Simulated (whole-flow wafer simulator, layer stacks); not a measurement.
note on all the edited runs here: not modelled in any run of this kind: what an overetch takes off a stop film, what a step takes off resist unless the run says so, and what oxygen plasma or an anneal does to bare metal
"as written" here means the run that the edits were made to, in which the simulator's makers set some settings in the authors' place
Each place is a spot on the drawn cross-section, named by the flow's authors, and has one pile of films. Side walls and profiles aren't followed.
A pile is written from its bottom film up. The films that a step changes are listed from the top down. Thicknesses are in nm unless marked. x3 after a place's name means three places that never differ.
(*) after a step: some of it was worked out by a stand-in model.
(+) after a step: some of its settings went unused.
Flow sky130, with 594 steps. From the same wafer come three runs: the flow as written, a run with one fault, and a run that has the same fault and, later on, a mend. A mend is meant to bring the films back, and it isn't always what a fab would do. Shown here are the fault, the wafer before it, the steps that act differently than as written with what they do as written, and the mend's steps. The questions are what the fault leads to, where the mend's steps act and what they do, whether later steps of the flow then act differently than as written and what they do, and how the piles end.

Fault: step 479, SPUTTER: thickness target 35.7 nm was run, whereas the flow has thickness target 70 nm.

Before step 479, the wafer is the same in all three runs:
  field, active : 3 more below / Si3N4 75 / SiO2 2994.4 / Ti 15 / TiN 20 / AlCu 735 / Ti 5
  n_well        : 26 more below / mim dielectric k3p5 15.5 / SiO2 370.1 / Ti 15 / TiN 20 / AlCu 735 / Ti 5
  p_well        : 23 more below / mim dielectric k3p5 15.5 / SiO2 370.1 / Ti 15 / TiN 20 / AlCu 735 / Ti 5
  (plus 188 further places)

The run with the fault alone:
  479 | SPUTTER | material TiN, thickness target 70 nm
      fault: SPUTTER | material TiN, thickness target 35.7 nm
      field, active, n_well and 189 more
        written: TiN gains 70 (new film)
        fault: TiN gains 35.7 (new film)
  Steps later in the flow that act otherwise than as written (not shown: 13 more steps that differ only slightly, by at most 2% or 0.5 nm, whichever is larger):
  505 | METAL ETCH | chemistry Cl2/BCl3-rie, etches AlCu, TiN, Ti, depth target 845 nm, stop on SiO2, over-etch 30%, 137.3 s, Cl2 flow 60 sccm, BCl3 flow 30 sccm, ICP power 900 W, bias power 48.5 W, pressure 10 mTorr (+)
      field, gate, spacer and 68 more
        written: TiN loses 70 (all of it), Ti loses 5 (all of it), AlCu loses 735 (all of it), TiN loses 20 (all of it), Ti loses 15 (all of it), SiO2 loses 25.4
        fault: TiN loses 35.7 (all of it), Ti loses 5 (all of it), AlCu loses 735 (all of it), TiN loses 20 (all of it), Ti loses 15 (all of it), SiO2 loses 28.8
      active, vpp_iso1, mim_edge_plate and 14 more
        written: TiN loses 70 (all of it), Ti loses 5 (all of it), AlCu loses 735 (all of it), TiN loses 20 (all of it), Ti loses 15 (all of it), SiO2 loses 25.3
        fault: TiN loses 35.7 (all of it), Ti loses 5 (all of it), AlCu loses 735 (all of it), TiN loses 20 (all of it), Ti loses 15 (all of it), SiO2 loses 28.8
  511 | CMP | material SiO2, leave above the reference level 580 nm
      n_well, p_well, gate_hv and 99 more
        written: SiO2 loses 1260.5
        fault: SiO2 loses 1226.2
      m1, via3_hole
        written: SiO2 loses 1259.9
        fault: SiO2 loses 1225.6
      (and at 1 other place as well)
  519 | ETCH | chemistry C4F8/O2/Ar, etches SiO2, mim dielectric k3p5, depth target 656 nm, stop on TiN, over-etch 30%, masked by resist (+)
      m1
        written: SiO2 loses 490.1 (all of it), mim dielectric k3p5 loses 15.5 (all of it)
        fault: SiO2 loses 524.4 (all of it), mim dielectric k3p5 loses 15.5 (all of it)
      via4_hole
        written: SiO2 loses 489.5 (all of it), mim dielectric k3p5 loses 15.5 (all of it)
        fault: SiO2 loses 523.8 (all of it), mim dielectric k3p5 loses 15.5 (all of it)
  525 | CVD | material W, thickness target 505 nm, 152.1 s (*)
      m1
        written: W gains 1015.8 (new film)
        fault: W gains 1050.3 (new film)
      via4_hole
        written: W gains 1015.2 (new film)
        fault: W gains 1049.7 (new film)
  By the end, the piles at n_well, p_well, gate_hv and 102 more depart from the flow's by more than 2% or 0.5 nm, whichever is larger.
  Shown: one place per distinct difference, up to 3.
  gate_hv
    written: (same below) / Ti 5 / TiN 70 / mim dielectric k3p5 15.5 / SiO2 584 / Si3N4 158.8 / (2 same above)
    fault: (same below) / Ti 5 / TiN 35.7 / mim dielectric k3p5 15.5 / SiO2 618.3 / Si3N4 158.8 / (2 same above)
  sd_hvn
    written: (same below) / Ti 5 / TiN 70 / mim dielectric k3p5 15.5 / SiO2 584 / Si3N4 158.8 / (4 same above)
    fault: (same below) / Ti 5 / TiN 35.7 / mim dielectric k3p5 15.5 / SiO2 618.3 / Si3N4 158.8 / (4 same above)
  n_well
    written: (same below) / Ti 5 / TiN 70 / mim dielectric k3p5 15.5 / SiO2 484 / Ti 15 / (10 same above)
    fault: (same below) / Ti 5 / TiN 35.7 / mim dielectric k3p5 15.5 / SiO2 518.3 / Ti 15 / (10 same above)

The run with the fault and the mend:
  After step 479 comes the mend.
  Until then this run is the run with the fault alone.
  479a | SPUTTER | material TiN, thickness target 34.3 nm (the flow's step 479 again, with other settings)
      field, active, n_well and 189 more
        TiN gains 34.3
  Later steps of the flow that are run all act as written at every place that is followed.
  By the end, the piles equal the flow's at every place that both follow.
